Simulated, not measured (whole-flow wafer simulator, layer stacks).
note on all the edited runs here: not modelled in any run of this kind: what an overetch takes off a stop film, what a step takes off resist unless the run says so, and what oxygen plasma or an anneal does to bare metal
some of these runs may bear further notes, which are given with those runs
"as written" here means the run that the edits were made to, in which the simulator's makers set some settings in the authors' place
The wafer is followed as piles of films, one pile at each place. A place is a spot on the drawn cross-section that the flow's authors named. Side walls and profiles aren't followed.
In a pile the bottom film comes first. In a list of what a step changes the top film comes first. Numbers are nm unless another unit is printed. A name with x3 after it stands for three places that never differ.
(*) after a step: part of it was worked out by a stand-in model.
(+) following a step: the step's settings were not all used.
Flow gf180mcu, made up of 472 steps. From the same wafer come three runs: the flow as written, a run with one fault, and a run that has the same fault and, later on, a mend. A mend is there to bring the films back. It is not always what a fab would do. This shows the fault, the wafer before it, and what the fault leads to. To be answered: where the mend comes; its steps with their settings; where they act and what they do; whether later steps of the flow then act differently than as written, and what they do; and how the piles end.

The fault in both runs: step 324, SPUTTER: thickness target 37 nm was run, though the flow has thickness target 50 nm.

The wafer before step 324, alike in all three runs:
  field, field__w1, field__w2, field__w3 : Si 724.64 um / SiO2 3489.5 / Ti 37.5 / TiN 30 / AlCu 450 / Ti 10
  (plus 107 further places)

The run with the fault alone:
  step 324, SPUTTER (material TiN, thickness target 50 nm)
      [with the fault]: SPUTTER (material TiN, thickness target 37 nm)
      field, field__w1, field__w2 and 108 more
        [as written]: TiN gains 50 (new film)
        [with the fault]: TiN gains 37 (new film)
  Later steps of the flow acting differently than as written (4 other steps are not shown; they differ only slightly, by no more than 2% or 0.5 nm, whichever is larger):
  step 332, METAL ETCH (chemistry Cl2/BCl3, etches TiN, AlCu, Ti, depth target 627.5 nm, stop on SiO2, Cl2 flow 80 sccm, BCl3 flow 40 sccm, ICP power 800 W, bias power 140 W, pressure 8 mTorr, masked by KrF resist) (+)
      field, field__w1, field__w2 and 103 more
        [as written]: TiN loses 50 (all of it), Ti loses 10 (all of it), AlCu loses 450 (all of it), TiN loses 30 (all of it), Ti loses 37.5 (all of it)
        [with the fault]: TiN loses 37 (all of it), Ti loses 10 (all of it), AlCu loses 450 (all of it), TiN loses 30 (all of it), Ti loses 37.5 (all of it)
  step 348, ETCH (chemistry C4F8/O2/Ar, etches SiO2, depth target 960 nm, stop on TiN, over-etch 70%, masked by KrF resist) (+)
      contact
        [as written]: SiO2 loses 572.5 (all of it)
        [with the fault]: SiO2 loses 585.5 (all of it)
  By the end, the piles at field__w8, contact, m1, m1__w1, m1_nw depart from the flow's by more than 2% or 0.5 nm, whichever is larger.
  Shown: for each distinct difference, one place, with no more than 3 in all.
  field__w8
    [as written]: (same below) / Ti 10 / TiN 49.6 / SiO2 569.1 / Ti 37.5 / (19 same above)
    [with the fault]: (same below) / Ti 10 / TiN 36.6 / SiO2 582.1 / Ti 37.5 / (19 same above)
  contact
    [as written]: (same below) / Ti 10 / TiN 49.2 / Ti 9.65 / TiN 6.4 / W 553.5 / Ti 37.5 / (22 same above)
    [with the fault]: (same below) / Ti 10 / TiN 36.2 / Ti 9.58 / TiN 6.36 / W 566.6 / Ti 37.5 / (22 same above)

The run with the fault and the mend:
  The mend follows step 331.
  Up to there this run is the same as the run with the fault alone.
  step 331a, STRIP (chemistry O2/N2, power 2160 W, pressure 1700 mTorr) (*)
      field__w8, contact, m1, m1__w1, m1_nw
        KrF resist loses 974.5 (all of it)
  step 331b, SPUTTER (material TiN, thickness target 13 nm) (the flow's step 324 again, with other settings)
      field, field__w1, field__w2 and 108 more
        TiN gains 13
  step 331c, HMDS (120 C, 60 s) (the flow's step 326 again)
      alters no film at any place that is followed
  step 331d, COAT (KrF resist, thickness 1000 nm) (the flow's step 327 again)
      field, field__w1, field__w2 and 108 more
        KrF resist gains 1000 (new film)
  step 331e, SOFTBAKE (KrF resist) (the flow's step 328 again)
      alters no film at any place that is followed
  step 331f, EXPOSE (photomask Metal3) (the flow's step 329 again)
      alters no film at any place that is followed
  step 331g, PEB (KrF resist, 135 C, 90 s) (the flow's step 330 again)
      field, field__w1, field__w2 and 108 more
        KrF resist loses 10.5
  step 331h, DEVELOP (thickness 1000 nm, 60 s) (the flow's step 331 again)
      field, field__w1, field__w2 and 103 more
        KrF resist loses 989.5 (all of it)
      field__w8, contact, m1, m1__w1, m1_nw
        KrF resist loses 14.9
  Every later step of the flow that is run acts as written at every place that is followed.
  By the end, the piles equal the flow's at every place that both follow.
